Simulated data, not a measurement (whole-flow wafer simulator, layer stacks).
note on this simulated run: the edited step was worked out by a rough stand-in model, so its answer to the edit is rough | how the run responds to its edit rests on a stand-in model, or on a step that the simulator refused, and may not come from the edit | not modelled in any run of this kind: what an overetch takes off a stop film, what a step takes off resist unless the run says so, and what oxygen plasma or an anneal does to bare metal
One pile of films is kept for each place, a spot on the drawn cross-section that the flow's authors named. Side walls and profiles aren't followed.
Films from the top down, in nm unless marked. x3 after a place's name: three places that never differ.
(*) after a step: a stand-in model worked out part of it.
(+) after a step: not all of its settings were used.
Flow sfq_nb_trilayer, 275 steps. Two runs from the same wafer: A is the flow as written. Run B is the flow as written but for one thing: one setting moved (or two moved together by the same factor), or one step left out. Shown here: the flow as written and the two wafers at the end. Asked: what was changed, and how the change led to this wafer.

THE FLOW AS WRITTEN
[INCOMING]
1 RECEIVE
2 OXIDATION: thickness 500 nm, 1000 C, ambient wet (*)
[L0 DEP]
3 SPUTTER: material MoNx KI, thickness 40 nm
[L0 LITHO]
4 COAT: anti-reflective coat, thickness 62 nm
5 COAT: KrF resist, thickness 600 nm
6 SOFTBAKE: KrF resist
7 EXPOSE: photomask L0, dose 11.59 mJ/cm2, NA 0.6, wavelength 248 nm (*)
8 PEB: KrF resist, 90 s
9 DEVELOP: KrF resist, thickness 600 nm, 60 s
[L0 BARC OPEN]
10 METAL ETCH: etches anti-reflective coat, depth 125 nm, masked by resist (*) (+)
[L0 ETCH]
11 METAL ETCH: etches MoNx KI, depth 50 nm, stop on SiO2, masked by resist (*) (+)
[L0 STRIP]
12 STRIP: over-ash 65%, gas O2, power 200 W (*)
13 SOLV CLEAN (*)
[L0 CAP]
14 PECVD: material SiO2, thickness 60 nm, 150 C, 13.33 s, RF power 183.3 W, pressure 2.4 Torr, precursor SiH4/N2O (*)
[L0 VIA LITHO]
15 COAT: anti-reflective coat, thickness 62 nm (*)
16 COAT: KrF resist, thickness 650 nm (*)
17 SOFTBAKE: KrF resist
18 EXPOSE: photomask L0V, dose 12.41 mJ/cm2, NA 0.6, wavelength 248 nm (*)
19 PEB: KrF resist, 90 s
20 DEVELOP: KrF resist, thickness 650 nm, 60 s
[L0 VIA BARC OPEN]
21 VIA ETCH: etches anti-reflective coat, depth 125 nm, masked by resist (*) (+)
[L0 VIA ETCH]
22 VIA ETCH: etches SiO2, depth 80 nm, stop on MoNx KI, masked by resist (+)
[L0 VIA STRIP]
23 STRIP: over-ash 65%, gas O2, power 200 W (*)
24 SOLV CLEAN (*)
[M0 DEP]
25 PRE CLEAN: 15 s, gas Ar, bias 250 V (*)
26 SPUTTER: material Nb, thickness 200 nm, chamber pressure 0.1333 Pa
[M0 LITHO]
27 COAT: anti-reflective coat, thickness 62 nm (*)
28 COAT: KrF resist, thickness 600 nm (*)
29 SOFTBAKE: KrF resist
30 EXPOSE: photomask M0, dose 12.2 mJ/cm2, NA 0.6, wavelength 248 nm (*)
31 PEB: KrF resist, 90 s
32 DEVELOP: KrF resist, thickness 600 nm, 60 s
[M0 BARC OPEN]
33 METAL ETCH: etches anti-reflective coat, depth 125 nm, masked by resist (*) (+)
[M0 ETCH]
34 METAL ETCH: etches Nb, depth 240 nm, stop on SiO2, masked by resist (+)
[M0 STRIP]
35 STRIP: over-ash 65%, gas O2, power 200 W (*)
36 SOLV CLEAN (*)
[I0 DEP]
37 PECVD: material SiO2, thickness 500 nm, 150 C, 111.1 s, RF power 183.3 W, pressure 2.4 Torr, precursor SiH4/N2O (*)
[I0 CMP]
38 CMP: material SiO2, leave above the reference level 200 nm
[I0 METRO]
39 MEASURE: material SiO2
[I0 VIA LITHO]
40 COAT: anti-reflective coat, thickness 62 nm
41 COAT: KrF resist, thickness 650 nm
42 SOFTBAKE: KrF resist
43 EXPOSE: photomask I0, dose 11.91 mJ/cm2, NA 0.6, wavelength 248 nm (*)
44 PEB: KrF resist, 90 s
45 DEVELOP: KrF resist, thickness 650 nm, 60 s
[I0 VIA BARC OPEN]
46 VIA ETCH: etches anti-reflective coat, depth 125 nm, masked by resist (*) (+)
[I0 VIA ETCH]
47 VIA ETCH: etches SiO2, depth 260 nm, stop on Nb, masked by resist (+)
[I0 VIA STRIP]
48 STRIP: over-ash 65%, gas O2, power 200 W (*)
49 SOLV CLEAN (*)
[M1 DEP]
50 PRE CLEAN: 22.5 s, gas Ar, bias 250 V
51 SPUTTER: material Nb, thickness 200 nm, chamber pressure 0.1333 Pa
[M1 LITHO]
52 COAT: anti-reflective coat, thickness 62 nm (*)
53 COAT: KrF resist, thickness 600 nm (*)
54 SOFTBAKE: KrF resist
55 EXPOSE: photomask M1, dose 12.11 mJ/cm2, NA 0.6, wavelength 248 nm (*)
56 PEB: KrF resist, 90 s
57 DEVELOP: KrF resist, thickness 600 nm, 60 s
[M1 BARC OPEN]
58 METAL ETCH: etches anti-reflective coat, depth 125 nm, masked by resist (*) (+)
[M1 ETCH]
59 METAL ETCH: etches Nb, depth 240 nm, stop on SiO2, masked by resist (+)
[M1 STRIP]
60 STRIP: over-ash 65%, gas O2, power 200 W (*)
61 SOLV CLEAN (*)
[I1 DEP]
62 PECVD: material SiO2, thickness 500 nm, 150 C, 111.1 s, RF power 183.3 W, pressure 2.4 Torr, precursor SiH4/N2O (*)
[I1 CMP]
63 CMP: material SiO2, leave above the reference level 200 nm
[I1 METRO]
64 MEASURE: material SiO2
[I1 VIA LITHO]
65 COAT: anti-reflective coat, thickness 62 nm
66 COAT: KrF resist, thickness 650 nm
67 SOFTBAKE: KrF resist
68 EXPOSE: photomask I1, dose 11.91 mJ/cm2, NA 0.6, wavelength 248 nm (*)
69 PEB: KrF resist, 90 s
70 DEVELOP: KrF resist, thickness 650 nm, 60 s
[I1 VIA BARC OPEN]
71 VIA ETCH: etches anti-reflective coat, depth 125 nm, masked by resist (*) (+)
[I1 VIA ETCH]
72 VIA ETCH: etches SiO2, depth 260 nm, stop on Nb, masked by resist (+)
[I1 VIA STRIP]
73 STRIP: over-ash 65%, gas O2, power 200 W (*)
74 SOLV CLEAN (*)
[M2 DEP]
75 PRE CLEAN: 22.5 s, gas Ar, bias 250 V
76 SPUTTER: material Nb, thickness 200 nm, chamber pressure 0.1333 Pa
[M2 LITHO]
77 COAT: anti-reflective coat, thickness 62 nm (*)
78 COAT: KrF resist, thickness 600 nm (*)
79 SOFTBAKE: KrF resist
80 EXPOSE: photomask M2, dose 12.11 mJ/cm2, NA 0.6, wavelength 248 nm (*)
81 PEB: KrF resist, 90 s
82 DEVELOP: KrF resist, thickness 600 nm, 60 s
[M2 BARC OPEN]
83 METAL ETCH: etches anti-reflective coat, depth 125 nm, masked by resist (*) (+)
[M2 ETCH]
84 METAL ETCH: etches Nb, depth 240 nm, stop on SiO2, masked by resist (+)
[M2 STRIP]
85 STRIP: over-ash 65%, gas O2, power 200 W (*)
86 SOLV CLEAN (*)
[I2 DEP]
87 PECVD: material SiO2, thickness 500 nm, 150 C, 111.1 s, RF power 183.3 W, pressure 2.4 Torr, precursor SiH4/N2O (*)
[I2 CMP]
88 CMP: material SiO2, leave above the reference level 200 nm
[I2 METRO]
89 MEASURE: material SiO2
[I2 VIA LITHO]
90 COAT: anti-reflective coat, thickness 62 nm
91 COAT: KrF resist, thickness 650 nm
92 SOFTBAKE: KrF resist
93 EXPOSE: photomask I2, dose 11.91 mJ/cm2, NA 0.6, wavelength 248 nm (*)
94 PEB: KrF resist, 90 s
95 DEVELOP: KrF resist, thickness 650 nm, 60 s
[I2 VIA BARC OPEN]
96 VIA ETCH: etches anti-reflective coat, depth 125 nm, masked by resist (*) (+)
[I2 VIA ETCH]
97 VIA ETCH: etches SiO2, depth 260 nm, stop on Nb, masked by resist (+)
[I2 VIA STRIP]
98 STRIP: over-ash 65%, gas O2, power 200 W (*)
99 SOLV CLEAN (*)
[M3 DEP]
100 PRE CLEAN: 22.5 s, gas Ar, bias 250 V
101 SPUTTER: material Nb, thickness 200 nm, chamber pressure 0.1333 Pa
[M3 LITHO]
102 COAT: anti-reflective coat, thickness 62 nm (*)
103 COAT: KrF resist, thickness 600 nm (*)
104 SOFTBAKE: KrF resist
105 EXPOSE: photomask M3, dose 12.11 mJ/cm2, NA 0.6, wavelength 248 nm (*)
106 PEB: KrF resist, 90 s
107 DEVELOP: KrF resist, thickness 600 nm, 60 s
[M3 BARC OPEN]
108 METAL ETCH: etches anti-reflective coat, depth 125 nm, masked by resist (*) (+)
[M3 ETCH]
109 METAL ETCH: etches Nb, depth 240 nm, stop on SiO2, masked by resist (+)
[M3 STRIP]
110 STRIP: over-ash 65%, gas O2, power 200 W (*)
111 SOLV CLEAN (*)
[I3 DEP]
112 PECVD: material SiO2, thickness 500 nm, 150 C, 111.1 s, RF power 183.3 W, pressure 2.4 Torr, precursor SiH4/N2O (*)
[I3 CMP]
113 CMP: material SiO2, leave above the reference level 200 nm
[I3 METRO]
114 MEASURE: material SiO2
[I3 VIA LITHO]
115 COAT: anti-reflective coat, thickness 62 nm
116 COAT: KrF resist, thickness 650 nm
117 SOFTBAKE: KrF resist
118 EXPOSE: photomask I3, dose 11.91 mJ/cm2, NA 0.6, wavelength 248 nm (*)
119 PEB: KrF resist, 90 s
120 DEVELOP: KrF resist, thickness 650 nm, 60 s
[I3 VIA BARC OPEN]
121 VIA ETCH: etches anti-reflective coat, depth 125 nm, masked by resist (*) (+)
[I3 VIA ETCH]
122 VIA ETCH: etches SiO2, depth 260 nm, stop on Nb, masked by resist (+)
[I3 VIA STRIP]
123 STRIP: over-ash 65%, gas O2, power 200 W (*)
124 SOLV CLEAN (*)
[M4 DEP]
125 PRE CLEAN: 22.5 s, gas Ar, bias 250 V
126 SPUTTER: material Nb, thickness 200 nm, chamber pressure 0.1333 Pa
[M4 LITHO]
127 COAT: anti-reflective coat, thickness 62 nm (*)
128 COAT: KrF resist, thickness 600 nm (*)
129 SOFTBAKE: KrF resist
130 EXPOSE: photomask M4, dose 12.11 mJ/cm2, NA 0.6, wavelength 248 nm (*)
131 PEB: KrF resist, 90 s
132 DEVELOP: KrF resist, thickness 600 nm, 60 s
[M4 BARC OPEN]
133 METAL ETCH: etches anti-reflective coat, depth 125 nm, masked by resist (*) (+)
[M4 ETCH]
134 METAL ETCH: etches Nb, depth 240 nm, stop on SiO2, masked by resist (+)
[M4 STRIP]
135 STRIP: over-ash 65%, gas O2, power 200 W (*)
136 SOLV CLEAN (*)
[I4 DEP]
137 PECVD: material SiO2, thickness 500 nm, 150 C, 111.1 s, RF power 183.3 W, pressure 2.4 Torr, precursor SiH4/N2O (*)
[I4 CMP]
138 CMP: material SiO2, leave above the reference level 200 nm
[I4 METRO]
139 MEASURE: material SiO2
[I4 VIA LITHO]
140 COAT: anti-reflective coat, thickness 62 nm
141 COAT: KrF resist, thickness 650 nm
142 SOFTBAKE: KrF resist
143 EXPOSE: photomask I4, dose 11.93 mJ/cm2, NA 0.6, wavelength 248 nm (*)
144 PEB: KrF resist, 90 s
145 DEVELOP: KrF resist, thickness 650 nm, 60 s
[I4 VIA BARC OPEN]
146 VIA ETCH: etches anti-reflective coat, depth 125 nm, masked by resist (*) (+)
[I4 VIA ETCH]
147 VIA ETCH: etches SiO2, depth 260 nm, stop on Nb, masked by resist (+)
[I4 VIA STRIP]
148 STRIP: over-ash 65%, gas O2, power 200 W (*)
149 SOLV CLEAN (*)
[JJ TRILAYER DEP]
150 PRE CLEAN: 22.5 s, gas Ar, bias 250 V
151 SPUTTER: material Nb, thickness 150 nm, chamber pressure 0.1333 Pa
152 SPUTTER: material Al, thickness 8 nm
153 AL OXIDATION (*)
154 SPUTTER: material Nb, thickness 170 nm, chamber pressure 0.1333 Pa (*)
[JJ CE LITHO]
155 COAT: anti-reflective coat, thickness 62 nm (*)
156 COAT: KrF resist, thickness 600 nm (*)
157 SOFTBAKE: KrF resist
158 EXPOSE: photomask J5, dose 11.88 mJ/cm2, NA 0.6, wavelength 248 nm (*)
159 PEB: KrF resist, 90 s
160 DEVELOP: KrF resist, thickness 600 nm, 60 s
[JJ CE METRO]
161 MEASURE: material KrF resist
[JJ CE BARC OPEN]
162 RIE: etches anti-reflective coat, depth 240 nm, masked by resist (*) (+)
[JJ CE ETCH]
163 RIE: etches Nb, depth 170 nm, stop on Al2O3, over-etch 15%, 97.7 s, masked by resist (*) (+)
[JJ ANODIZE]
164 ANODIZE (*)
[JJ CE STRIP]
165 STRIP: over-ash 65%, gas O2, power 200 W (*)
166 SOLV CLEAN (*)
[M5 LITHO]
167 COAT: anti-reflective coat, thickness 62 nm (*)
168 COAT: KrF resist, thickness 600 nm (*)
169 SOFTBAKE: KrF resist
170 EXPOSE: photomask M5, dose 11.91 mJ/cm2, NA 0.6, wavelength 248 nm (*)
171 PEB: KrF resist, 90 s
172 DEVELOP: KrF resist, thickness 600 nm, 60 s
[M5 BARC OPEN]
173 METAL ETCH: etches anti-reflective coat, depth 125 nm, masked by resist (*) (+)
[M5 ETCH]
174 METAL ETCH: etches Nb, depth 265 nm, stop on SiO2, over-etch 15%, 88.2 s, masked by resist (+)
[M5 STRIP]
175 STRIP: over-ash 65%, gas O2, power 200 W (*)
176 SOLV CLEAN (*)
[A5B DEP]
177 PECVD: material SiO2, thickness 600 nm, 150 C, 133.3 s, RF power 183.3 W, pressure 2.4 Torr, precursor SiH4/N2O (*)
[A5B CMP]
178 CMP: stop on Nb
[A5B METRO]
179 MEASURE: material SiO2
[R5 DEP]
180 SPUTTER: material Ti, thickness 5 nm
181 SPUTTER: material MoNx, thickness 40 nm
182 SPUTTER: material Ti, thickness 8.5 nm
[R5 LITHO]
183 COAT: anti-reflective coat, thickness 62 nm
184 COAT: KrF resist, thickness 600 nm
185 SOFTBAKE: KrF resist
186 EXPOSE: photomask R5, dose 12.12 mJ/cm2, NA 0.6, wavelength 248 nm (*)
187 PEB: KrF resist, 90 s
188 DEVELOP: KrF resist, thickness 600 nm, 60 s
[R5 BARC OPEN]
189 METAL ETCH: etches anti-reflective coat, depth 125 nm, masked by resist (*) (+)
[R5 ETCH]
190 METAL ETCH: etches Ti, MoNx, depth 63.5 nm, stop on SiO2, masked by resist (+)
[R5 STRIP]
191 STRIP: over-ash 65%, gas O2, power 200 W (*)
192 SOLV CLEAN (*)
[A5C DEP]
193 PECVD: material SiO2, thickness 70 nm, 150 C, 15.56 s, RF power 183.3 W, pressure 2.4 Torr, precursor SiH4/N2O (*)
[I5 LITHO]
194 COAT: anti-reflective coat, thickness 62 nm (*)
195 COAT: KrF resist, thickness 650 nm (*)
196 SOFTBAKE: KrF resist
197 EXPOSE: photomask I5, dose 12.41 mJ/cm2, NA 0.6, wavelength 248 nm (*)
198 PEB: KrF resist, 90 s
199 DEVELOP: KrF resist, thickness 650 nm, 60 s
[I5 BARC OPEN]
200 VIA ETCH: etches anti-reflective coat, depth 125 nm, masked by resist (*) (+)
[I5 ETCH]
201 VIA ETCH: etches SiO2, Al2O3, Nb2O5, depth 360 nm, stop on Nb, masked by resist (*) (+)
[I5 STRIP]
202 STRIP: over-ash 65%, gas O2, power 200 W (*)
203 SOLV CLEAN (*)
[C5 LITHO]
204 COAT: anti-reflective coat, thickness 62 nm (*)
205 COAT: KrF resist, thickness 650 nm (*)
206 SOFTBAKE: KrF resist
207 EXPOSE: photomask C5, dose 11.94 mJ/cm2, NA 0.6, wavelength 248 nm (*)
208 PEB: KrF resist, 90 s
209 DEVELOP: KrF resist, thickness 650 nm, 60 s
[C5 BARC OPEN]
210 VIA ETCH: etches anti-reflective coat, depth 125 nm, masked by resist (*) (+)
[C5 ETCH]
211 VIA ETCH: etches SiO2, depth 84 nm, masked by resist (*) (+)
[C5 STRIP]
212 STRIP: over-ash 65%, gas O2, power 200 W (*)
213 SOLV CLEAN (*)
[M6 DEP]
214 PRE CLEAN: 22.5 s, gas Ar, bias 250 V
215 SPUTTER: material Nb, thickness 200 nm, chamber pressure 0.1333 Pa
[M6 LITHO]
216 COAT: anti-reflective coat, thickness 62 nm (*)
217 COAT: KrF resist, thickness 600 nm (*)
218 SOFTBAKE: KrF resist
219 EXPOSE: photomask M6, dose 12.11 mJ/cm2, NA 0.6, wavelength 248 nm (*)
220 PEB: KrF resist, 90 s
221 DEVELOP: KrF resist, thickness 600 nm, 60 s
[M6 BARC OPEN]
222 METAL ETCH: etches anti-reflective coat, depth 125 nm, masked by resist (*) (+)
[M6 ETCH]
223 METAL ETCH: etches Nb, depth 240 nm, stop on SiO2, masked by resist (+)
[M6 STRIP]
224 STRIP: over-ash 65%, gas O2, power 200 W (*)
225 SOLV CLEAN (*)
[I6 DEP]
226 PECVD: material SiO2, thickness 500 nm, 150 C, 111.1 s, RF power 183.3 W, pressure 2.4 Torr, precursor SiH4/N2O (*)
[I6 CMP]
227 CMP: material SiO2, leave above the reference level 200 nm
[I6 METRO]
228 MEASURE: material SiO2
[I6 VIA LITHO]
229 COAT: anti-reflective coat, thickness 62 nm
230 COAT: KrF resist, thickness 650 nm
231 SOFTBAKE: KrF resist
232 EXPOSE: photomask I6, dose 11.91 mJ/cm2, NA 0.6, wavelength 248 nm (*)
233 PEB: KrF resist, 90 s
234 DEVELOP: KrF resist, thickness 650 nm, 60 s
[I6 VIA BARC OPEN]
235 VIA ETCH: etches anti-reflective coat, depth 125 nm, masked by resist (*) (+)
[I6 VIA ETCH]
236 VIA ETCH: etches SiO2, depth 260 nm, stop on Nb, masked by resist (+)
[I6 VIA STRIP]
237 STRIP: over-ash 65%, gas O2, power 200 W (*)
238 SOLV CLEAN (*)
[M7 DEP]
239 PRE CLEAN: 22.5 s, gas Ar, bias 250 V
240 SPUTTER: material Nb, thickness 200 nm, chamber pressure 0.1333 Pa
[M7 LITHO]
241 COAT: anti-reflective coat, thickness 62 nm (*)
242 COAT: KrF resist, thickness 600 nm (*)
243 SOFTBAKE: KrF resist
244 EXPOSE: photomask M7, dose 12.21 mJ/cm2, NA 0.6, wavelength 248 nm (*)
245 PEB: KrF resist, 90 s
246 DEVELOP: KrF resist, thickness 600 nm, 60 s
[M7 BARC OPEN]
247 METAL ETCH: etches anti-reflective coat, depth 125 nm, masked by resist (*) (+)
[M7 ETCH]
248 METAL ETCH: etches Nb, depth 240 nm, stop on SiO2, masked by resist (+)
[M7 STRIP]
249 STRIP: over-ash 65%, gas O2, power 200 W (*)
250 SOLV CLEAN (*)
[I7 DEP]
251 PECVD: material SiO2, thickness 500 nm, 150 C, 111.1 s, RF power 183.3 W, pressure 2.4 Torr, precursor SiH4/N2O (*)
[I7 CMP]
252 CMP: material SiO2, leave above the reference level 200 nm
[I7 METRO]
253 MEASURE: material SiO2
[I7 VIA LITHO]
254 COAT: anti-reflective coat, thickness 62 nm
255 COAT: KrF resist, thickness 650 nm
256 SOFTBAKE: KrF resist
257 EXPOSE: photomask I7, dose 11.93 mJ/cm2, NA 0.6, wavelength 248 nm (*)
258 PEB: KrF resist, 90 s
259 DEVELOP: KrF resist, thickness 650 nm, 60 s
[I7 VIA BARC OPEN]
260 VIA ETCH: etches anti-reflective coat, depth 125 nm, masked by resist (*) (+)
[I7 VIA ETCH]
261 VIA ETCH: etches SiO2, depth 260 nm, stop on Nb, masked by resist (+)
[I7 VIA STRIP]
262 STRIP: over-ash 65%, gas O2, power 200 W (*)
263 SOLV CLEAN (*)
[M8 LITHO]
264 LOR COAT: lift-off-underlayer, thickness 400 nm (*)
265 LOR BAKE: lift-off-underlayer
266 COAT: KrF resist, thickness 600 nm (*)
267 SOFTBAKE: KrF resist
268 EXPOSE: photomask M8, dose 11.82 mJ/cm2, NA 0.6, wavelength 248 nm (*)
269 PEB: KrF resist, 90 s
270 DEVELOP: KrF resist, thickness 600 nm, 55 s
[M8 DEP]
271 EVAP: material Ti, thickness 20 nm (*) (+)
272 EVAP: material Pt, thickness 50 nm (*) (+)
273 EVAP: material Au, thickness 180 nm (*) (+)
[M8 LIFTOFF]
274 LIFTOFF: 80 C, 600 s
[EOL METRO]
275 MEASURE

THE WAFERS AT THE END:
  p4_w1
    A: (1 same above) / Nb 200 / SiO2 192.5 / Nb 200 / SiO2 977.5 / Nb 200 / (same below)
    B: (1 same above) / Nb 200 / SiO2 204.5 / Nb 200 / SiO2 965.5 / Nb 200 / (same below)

The cause: step 87, PECVD: thickness 388 nm was run, where the flow has thickness 500 nm; step 87, PECVD: 86.11 s was run, where the flow has 111.1 s.

How the change led to this, step by step:
  87 PECVD: material SiO2, thickness 500 nm, 150 C, 111.1 s, RF power 183.3 W, pressure 2.4 Torr, precursor SiH4/N2O (*)
      field_l, be, be_sur and 81 more: A SiO2 +500 | B SiO2 +388
      v_sur, via_wl, via_w and 18 more: A SiO2 +500 (new film) | B SiO2 +388 (new film)
      (and at 1 more place)
  88 CMP: material SiO2, leave above the reference level 200 nm
      field_l, be, be_sur and 81 more: A SiO2 -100 | B nothing
      v_sur, via_wl, via_w and 18 more: A SiO2 -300 | B SiO2 -188
      (and at 1 more place)
  90 COAT: anti-reflective coat, thickness 62 nm
      m0r_space_l, m0r_space_r, m6r_space_l, m6r_space_r, m7r_space_l, m7r_space_r: A anti-reflective coat +62 (new film) | B anti-reflective coat +63.7 (new film)
      field_l, r5r_line_c: A anti-reflective coat +62 (new film) | B anti-reflective coat +63.8 (new film)
      (and at 16 more places)
  98 STRIP: over-ash 65%, gas O2, power 200 W (*)
      m0r_space_l, m0r_space_r, m6r_space_l, m6r_space_r, m7r_space_l, m7r_space_r: A KrF resist -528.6 (all of it), anti-reflective coat -62 (all of it) | B KrF resist -530.6 (all of it), anti-reflective coat -63.7 (all of it)
      m5r_linepad_l, m5r_linepad_r: A KrF resist -528.6 (all of it), anti-reflective coat -62 (all of it) | B KrF resist -526.9 (all of it), anti-reflective coat -67.4 (all of it)
      (and at 16 more places)
  102 COAT: anti-reflective coat, thickness 62 nm (*)
      m0r_space_l, m0r_space_r, m6r_space_l, m6r_space_r, m7r_space_l, m7r_space_r: A anti-reflective coat +62 (new film) | B anti-reflective coat +63.5 (new film)
      p3_s0, r5r_line_c: A anti-reflective coat +62 (new film) | B anti-reflective coat +63.3 (new film)
      (and at 18 more places)
  108 METAL ETCH: etches anti-reflective coat, depth 125 nm, masked by resist (*) (+)
      m0r_space_l, m0r_space_r, m6r_space_l, m6r_space_r, m7r_space_l, m7r_space_r: A anti-reflective coat -62 (all of it) | B anti-reflective coat -63.5 (all of it)
      p3_s0, r5r_line_c: A anti-reflective coat -62 (all of it) | B anti-reflective coat -63.3 (all of it)
      (and at 13 more places)
  110 STRIP: over-ash 65%, gas O2, power 200 W (*)
      v_sur: A KrF resist -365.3 (all of it), anti-reflective coat -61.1 (all of it) | B KrF resist -361.3 (all of it), anti-reflective coat -58.2 (all of it)
      wire: A KrF resist -379.7 (all of it), anti-reflective coat -61.3 (all of it) | B KrF resist -375.3 (all of it), anti-reflective coat -58.9 (all of it)
      (and at 3 more places)
  113 CMP: material SiO2, leave above the reference level 200 nm
      field_l, be, be_sur and 64 more: A SiO2 -100 | B SiO2 -88
      p4_w1, p4_w2, p4_w3 and 6 more: A SiO2 -300 | B SiO2 -288
      (and at 8 more places)
